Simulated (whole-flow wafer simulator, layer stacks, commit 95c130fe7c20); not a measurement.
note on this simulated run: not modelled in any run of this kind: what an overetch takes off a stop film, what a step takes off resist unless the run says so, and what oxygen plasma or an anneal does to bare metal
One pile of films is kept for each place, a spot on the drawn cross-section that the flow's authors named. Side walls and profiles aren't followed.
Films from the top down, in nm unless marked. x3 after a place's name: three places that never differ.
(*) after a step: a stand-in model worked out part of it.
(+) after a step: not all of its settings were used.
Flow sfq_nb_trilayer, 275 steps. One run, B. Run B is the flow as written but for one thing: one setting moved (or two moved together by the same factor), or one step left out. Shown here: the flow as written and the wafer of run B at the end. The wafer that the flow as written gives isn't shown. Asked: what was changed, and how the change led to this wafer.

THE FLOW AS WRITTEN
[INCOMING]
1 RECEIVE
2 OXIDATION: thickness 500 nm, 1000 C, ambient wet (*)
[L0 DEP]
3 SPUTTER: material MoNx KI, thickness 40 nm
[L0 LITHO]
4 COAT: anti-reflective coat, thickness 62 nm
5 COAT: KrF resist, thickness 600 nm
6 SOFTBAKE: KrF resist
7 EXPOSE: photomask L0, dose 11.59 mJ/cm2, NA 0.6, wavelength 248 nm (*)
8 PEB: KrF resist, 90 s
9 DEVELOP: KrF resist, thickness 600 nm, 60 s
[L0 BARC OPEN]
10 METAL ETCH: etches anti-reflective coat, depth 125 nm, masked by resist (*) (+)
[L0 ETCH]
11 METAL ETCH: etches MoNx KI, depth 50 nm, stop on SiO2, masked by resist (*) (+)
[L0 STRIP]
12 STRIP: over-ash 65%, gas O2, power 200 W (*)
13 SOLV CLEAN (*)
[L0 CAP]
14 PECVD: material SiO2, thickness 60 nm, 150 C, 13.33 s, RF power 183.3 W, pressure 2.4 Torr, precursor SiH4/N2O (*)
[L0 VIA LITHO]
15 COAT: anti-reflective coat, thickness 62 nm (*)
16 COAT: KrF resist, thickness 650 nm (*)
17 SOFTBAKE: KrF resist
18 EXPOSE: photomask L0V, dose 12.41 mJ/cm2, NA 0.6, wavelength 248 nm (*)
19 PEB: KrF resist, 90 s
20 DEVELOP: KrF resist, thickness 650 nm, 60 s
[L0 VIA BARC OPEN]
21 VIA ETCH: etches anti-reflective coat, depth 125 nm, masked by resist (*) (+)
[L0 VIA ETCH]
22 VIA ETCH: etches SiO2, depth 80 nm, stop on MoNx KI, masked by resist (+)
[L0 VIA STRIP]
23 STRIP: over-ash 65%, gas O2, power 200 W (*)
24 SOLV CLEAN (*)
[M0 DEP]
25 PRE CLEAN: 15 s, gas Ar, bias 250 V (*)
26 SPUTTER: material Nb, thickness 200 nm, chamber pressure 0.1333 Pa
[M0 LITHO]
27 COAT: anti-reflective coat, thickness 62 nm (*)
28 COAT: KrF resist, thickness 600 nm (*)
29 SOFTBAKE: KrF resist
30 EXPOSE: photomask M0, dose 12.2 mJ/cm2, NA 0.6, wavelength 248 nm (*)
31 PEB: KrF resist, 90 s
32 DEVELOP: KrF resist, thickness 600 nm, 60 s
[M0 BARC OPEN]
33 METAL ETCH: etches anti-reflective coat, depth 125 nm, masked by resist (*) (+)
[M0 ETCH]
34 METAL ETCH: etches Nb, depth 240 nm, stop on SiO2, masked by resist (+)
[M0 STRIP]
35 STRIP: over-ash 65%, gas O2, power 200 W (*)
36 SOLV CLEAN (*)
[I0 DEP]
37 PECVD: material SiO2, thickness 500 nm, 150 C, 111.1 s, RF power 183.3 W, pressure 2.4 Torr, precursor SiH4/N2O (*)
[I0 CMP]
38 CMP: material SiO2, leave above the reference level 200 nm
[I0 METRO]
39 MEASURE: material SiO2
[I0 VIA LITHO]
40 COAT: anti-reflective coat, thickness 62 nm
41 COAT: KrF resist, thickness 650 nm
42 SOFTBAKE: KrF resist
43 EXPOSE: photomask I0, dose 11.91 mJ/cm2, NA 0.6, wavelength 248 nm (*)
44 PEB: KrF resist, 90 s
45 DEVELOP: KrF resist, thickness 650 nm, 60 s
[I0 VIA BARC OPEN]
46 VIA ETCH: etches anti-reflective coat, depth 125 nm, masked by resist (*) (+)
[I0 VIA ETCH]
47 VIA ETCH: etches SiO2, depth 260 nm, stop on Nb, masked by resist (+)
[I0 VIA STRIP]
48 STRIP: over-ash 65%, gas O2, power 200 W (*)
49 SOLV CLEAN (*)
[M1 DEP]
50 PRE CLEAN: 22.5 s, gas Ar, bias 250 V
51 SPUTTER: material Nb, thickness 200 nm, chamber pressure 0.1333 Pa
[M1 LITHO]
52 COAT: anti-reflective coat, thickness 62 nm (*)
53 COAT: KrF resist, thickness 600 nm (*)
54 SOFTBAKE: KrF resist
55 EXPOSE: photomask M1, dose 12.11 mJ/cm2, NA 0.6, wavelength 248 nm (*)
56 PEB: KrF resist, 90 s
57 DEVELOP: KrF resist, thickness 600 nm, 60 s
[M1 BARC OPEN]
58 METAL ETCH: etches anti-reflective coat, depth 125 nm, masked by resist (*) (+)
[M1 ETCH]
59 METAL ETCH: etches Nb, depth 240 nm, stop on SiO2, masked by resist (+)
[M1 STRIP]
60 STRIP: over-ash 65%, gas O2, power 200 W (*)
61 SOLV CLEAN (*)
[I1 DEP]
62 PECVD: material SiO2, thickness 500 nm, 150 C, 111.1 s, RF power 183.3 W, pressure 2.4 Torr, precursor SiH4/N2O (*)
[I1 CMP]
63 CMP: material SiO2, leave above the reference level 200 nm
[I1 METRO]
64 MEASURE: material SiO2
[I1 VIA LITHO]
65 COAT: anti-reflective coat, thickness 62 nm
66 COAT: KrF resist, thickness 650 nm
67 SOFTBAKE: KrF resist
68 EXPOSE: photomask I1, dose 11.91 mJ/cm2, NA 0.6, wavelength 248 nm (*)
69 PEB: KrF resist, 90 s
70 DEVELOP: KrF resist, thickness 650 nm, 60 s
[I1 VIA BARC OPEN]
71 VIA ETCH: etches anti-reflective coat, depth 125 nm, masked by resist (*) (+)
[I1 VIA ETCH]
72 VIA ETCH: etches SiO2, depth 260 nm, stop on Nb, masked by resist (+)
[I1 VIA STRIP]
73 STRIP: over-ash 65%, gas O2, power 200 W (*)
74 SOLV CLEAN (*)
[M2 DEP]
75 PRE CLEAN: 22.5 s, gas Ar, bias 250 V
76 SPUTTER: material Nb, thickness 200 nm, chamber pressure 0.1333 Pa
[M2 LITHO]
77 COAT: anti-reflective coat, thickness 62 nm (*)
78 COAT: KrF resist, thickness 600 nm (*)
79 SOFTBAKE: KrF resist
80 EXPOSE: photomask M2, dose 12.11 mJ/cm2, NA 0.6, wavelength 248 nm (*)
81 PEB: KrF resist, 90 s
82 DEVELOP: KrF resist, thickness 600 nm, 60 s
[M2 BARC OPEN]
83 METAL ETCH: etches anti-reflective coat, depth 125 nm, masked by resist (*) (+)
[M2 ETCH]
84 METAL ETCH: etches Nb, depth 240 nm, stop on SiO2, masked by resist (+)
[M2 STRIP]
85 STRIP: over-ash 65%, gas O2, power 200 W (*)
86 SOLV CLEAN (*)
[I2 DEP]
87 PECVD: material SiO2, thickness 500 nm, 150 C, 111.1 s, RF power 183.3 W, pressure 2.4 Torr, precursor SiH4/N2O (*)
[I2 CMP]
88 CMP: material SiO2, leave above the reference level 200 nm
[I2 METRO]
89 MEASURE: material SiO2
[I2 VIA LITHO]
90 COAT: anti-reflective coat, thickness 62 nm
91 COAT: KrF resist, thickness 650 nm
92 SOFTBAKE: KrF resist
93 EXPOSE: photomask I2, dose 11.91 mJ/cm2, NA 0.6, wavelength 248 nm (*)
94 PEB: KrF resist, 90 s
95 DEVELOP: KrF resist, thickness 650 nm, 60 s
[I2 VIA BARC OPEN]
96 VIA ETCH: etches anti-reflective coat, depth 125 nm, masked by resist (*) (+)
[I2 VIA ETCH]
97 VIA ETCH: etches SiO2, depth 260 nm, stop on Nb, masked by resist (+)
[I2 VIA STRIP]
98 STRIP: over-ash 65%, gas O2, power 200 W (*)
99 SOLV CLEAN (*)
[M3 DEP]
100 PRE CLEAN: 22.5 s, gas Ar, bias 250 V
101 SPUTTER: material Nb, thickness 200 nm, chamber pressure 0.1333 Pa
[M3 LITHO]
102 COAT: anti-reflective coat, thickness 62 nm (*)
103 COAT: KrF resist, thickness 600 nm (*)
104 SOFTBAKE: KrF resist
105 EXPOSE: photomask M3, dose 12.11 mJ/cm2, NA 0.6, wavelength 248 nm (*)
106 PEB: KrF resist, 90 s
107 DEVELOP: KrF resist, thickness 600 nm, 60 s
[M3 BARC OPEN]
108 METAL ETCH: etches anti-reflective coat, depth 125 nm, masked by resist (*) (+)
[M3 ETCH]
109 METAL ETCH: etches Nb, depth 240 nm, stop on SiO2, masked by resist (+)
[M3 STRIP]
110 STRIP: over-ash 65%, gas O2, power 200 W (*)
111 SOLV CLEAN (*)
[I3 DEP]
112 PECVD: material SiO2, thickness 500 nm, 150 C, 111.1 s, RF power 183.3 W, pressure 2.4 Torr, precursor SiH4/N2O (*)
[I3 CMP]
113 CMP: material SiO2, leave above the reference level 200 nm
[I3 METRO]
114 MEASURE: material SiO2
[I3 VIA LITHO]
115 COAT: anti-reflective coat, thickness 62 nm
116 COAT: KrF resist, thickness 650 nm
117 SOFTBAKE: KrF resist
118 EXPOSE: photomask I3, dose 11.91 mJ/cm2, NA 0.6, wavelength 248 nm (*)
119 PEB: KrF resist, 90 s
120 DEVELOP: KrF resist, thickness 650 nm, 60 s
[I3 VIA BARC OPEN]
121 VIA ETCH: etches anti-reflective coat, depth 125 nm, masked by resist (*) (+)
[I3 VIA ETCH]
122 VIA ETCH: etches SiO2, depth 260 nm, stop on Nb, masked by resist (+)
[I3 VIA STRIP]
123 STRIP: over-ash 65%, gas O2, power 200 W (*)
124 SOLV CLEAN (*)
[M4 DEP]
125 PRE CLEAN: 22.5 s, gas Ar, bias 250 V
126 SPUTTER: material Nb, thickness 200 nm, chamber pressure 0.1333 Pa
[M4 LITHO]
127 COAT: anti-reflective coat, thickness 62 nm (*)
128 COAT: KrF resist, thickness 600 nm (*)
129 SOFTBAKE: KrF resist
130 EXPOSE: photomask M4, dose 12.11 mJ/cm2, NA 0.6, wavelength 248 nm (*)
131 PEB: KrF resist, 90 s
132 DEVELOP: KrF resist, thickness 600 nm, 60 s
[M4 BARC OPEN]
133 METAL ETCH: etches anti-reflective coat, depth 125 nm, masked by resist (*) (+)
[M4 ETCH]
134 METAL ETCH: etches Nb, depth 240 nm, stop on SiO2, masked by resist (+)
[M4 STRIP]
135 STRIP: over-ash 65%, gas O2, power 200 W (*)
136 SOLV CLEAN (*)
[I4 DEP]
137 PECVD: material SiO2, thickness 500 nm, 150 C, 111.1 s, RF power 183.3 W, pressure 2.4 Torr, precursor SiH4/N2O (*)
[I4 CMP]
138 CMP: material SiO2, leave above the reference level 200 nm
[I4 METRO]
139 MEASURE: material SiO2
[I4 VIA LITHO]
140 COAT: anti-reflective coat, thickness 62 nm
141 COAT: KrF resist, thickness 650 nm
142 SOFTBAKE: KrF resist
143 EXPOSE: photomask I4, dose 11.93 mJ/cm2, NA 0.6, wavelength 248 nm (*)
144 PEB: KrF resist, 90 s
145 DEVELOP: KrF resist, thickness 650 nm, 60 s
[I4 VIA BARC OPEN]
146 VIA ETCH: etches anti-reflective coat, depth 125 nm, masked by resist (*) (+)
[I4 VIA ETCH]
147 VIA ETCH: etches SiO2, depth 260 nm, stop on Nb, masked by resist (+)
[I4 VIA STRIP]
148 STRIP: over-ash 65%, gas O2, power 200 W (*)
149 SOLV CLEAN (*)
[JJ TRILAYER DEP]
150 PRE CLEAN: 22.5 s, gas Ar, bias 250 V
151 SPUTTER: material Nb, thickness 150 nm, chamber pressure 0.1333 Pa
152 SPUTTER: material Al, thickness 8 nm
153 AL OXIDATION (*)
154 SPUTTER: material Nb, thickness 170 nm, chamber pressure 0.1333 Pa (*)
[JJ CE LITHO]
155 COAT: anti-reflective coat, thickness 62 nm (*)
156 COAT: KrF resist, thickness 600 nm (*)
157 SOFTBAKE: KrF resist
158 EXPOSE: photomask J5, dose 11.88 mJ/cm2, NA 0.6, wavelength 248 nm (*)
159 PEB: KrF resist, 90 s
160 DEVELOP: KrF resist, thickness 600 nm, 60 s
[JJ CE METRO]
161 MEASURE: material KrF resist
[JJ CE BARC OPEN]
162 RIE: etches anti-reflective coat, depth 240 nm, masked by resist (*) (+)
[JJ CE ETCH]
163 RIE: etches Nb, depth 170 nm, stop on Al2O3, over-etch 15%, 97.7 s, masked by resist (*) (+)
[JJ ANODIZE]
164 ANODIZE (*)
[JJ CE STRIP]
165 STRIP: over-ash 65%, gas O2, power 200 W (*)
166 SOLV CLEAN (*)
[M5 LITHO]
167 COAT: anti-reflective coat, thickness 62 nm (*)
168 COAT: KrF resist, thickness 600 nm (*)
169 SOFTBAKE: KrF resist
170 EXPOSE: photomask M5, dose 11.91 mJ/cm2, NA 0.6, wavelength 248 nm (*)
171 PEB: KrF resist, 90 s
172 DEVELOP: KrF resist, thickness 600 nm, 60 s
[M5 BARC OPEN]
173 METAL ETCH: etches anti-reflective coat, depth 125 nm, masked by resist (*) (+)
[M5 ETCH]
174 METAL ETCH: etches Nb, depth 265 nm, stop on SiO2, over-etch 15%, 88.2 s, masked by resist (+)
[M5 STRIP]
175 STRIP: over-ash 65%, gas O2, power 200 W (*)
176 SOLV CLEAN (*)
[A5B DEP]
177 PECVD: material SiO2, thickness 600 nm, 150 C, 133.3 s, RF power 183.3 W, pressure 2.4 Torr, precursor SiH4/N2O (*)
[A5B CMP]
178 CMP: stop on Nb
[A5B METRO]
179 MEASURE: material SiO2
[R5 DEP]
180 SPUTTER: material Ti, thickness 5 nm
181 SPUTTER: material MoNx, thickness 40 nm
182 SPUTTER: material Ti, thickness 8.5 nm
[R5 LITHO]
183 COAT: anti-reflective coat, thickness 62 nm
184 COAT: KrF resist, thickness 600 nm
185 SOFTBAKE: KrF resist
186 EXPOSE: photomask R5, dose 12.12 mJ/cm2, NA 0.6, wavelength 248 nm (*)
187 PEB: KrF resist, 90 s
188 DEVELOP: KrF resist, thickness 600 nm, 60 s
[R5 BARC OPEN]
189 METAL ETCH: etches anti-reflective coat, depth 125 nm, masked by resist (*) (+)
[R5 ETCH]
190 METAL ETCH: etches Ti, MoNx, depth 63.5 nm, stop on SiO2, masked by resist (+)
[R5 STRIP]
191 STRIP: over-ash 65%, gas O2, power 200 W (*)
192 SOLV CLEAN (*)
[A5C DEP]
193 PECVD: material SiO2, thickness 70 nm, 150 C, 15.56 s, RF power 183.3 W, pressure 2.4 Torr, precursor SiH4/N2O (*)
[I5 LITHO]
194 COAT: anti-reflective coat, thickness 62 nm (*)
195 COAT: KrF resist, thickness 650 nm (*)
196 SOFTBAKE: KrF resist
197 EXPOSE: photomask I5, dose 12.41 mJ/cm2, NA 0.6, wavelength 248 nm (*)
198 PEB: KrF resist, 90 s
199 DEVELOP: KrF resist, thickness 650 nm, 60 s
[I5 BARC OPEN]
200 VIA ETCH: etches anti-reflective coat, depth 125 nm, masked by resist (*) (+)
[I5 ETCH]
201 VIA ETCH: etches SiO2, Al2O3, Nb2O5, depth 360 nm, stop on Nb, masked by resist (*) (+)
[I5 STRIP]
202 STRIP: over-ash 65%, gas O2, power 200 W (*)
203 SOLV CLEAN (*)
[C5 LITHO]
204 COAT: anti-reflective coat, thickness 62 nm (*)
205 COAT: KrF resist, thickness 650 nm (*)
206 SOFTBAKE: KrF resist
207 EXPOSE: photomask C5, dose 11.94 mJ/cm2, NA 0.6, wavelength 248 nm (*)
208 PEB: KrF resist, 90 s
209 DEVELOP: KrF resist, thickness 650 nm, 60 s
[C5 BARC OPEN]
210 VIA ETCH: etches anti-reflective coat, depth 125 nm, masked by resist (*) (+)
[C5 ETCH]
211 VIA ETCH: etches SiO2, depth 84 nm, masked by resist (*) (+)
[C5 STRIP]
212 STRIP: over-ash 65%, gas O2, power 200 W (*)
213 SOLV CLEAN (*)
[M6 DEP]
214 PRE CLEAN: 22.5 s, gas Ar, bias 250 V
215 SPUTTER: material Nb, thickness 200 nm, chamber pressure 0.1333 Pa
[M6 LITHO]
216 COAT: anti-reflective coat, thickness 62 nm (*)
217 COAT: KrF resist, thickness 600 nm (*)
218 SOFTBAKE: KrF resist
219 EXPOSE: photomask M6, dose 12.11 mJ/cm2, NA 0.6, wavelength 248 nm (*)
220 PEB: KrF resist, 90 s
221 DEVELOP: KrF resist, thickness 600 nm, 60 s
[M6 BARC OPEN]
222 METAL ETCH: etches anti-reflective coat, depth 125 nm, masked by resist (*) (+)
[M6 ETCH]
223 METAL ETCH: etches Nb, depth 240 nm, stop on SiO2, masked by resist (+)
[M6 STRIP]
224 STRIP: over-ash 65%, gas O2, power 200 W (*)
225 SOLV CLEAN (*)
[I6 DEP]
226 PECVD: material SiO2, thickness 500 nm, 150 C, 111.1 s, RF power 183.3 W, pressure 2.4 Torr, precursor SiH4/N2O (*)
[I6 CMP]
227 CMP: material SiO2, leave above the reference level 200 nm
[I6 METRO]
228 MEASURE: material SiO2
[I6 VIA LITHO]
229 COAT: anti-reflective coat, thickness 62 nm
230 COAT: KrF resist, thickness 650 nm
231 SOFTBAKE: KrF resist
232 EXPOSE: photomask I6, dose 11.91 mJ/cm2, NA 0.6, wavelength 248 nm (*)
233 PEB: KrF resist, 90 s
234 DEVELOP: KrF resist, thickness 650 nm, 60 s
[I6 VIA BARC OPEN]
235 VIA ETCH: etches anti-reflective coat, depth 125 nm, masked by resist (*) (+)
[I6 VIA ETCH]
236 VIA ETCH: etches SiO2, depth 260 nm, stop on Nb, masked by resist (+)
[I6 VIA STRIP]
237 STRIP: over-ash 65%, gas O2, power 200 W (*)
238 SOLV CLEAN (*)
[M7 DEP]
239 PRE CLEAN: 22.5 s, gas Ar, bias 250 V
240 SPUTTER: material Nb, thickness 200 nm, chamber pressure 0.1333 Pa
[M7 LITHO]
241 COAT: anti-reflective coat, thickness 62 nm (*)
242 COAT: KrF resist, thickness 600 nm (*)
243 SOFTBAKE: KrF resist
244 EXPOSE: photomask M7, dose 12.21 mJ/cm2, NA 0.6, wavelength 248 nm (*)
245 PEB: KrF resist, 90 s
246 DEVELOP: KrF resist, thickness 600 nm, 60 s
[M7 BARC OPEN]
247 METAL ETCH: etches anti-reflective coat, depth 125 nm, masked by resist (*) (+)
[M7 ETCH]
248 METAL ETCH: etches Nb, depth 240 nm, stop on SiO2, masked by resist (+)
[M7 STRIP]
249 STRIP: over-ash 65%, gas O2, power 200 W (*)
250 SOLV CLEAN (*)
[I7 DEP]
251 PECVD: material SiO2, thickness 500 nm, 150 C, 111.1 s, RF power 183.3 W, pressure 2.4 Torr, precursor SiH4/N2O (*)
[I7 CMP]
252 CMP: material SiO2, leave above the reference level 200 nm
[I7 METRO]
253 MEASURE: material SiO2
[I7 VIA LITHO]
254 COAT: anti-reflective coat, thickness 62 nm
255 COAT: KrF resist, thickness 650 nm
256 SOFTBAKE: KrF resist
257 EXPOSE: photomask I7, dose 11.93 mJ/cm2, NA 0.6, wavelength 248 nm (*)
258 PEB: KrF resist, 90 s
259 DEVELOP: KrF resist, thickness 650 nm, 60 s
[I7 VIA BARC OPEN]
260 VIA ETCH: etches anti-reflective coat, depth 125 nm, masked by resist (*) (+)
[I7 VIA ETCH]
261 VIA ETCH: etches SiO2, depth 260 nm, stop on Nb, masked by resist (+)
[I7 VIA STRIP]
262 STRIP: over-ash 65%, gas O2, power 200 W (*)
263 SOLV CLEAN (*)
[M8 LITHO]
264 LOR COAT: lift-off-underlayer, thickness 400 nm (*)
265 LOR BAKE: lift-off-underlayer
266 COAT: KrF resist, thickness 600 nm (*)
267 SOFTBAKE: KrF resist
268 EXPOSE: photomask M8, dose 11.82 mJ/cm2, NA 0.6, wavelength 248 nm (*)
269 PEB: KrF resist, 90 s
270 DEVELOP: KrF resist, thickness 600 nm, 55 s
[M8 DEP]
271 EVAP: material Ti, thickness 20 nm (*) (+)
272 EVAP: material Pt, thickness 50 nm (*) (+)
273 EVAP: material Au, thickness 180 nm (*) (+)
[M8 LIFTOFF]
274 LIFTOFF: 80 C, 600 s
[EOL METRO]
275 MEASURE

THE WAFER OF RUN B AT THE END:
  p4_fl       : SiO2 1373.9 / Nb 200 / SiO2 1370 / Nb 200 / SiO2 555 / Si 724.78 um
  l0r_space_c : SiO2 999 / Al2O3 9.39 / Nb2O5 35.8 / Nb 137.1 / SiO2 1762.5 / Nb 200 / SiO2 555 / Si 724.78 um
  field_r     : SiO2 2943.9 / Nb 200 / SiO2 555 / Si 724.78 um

The cause: step 152, SPUTTER: thickness 6 nm was run, where the flow has thickness 8 nm.

How the change led to this, step by step:
  152 SPUTTER: material Al, thickness 8 nm
      field_l, v_sur, via_sp and 100 more: Al +6 (new film) (as written it would be: Al +8 (new film))
      via_wl, via_wr: Al +3.85 (new film) (as written it would be: Al +5.14 (new film))
      (and at 1 more place)
  164 ANODIZE (*)
      field_l, v_sur, via_sp and 96 more: Al2O3 +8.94, Nb2O5 +35.8 (new film), Al -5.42 (all of it), Nb -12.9 (as written it would be: Al2O3 +12.2, Nb2O5 +29.9 (new film), Al -7.42 (all of it), Nb -10.8)
      via_wl, via_wr: Al2O3 +5.4 (new film), Nb2O5 +43 (new film), Al -3.27 (all of it), Nb -15.5 (as written it would be: Al2O3 +7.52 (new film), Nb2O5 +39.2 (new film), Al -4.56 (all of it), Nb -14.1)
      (and at 1 more place)
  167 COAT: anti-reflective coat, thickness 62 nm (*)
      ce_l: anti-reflective coat +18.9 (new film) (as written it would be: anti-reflective coat +19.6 (new film))
      ce_r: anti-reflective coat +19 (new film) (as written it would be: anti-reflective coat +19.7 (new film))
  174 METAL ETCH: etches Nb, depth 265 nm, stop on SiO2, over-etch 15%, 88.2 s, masked by resist (+)
      field_l, r_sur, res and 49 more: Al2O3 -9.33 (all of it), Nb2O5 -35.8 (all of it), Nb -137.1 (all of it), SiO2 -12.2 (as written it would be: Al2O3 -12.6 (all of it), Nb2O5 -29.9 (all of it), Nb -139.2 (all of it), SiO2 -12.3)
      wl_a_sl: Al2O3 -9.32 (all of it), Nb2O5 -35.8 (all of it), Nb -137.1 (all of it), SiO2 -12.2 (as written it would be: Al2O3 -12.6 (all of it), Nb2O5 -29.9 (all of it), Nb -139.2 (all of it), SiO2 -12.3)
  175 STRIP: over-ash 65%, gas O2, power 200 W (*)
      ce_l: KrF resist -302 (all of it), anti-reflective coat -18.9 (all of it) (as written it would be: KrF resist -299.6 (all of it), anti-reflective coat -19.6 (all of it))
      ce_r: KrF resist -302.3 (all of it), anti-reflective coat -19 (all of it) (as written it would be: KrF resist -299.9 (all of it), anti-reflective coat -19.7 (all of it))
  201 VIA ETCH: etches SiO2, Al2O3, Nb2O5, depth 360 nm, stop on Nb, masked by resist (*) (+)
      be: SiO2 -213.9 (all of it), Al2O3 -9.39 (all of it), Nb2O5 -35.8 (all of it) (as written it would be: SiO2 -216.4 (all of it), Al2O3 -12.7 (all of it), Nb2O5 -29.9 (all of it))
